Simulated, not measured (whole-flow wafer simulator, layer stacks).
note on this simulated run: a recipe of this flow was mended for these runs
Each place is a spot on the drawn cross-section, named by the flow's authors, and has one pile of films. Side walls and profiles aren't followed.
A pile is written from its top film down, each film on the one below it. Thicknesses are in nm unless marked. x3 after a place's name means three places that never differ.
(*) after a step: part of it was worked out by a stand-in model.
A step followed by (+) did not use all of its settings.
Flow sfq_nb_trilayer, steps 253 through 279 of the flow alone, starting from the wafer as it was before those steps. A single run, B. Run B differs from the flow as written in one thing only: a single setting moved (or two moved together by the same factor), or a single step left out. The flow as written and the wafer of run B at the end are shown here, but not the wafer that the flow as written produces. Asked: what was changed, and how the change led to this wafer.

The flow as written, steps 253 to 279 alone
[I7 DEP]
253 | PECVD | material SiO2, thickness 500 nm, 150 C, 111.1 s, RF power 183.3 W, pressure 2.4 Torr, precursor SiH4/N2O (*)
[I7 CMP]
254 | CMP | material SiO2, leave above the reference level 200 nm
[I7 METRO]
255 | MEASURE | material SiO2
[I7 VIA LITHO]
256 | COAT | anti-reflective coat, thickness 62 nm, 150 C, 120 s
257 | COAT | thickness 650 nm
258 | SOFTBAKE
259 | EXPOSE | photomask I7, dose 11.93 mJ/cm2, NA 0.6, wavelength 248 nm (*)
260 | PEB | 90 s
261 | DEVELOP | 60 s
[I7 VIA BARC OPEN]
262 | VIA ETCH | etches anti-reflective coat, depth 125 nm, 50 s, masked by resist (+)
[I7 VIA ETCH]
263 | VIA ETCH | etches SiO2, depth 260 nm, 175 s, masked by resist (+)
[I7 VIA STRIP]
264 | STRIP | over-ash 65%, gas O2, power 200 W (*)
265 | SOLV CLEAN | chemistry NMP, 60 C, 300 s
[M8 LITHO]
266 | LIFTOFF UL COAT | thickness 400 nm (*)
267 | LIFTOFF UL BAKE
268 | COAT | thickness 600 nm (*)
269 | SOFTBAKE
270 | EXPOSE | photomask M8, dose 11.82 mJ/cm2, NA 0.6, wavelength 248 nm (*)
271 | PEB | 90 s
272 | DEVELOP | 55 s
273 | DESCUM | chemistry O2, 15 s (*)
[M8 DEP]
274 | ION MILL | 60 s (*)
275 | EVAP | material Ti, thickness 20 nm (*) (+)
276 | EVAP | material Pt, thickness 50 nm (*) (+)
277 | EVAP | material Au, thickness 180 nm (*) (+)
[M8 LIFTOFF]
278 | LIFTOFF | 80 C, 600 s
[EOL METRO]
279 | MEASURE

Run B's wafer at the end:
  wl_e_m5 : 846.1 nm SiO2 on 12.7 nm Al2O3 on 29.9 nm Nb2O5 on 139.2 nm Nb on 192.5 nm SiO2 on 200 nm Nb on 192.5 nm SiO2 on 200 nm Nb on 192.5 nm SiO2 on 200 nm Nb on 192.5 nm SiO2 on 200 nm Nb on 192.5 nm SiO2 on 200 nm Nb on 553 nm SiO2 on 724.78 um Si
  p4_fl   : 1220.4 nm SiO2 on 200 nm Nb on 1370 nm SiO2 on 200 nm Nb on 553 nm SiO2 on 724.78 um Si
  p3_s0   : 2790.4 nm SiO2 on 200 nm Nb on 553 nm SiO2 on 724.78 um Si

Cause: step 253, PECVD: 55.56 s was run, while the flow as written has 111.1 s.

Step by step, how the change led to this:
  253 | PECVD | material SiO2, thickness 500 nm, 150 C, 111.1 s, RF power 183.3 W, pressure 2.4 Torr, precursor SiH4/N2O (*)
      field_l, p4_fl, p4_fm and 56 more: SiO2 gains 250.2 (as written it would have been: SiO2 gains 500)
      v_sur, via_wl, via_w and 37 more: SiO2 gains 250.2 (new film) (as written it would have been: SiO2 gains 500 (new film))
      (and at 7 other places as well)
  254 | CMP | material SiO2, leave above the reference level 200 nm
      field_l, p4_fl, p4_fm and 56 more: nothing (as written it would have been: SiO2 loses 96)
      field_r, lsp_l: nothing (as written it would have been: SiO2 loses 73.2)
      (and at 45 other places as well)
  256 | COAT | anti-reflective coat, thickness 62 nm, 150 C, 120 s
      wl_j_sr, wl_a_sl, wl_a_m6, wl_g_sr: anti-reflective coat gains 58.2 (new film) (as written it would have been: anti-reflective coat gains 62 (new film))
      m0r_line_l, m0r_line_r, m6r_line_l, m6r_line_r: anti-reflective coat gains 41.9 (new film) (as written it would have been: anti-reflective coat gains 62 (new film))
      (and at 89 other places as well)
  257 | COAT | thickness 650 nm
      m0r_line_l, m0r_line_r, m6r_line_l, m6r_line_r: KrF-resist-other-grade gains 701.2 (new film) (as written it would have been: KrF-resist-other-grade gains 650 (new film))
      be, lsp_r: KrF-resist-other-grade gains 614 (new film) (as written it would have been: KrF-resist-other-grade gains 650 (new film))
      (and at 71 other places as well)
  261 | DEVELOP | 60 s
      via_wl: KrF-resist-other-grade loses 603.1 (all of it) (as written it would have been: KrF-resist-other-grade loses 648.6 (all of it))
      via_w: KrF-resist-other-grade loses 599.8 (all of it) (as written it would have been: KrF-resist-other-grade loses 648.6 (all of it))
      (and at 1 other place as well)
  262 | VIA ETCH | etches anti-reflective coat, depth 125 nm, 50 s, masked by resist (+)
      via_wl: anti-reflective coat loses 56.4 (all of it), SiO2 loses 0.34 (as written it would have been: anti-reflective coat loses 62 (all of it), SiO2 loses 0.31)
      via_w: anti-reflective coat loses 67.5 (all of it), SiO2 loses 0.29 (as written it would have been: anti-reflective coat loses 62 (all of it), SiO2 loses 0.31)
      (and at 1 other place as well)
  264 | STRIP | over-ash 65%, gas O2, power 200 W (*)
      m0r_line_l, m0r_line_r, m6r_line_l, m6r_line_r: KrF-resist-other-grade loses 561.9 (all of it), anti-reflective coat loses 41.9 (all of it) (as written it would have been: KrF-resist-other-grade loses 510.8 (all of it), anti-reflective coat loses 62 (all of it))
      m0r_space_l, m0r_space_r, m6r_space_l, m6r_space_r: KrF-resist-other-grade loses 522 (all of it), anti-reflective coat loses 90.9 (all of it) (as written it would have been: KrF-resist-other-grade loses 510.8 (all of it), anti-reflective coat loses 62 (all of it))
      (and at 90 other places as well)
  266 | LIFTOFF UL COAT | thickness 400 nm (*)
      m0r_line_l, m0r_line_r, m6r_line_l, m6r_line_r: lift-off-underlayer gains 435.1 (new film) (as written it would have been: lift-off-underlayer gains 400 (new film))
      m0r_space_l, m0r_space_r, m6r_space_l, m6r_space_r: lift-off-underlayer gains 448.8 (new film) (as written it would have been: lift-off-underlayer gains 400 (new film))
      (and at 82 other places as well)
  268 | COAT | thickness 600 nm (*)
      m0r_line_l, m0r_line_r, m6r_line_l, m6r_line_r: KrF-resist-other-grade gains 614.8 (new film) (as written it would have been: KrF-resist-other-grade gains 600 (new film))
      c5j, ce_r: KrF-resist-other-grade gains 579.2 (new film) (as written it would have been: KrF-resist-other-grade gains 597 (new film))
      (and at 54 other places as well)
  272 | DEVELOP | 55 s
      field_l: KrF-resist-other-grade loses 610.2 (all of it), lift-off-underlayer loses 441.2 (all of it) (as written it would have been: KrF-resist-other-grade loses 593.6 (all of it), lift-off-underlayer loses 387.9 (all of it))
      v_sur: KrF-resist-other-grade loses 590.2 (all of it), lift-off-underlayer loses 312.3 (all of it) (as written it would have been: KrF-resist-other-grade loses 607.6 (all of it), lift-off-underlayer loses 368.7 (all of it))
      (and at 9 other places as well)
  278 | LIFTOFF | 80 C, 600 s
      m0r_line_l, m0r_line_r, m6r_line_l, m6r_line_r: Au loses 180 (all of it), Pt loses 50 (all of it), Ti loses 20 (all of it), KrF-resist-other-grade loses 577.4 (all of it), lift-off-underlayer loses 435.1 (all of it) (as written it would have been: Au loses 180 (all of it), Pt loses 50 (all of it), Ti loses 20 (all of it), KrF-resist-other-grade loses 562.7 (all of it), lift-off-underlayer loses 400 (all of it))
      m0r_space_l, m0r_space_r, m6r_space_l, m6r_space_r: Au loses 180 (all of it), Pt loses 50 (all of it), Ti loses 20 (all of it), KrF-resist-other-grade loses 566.3 (all of it), lift-off-underlayer loses 448.8 (all of it) (as written it would have been: Au loses 180 (all of it), Pt loses 50 (all of it), Ti loses 20 (all of it), KrF-resist-other-grade loses 562.7 (all of it), lift-off-underlayer loses 400 (all of it))
      (and at 71 other places as well)
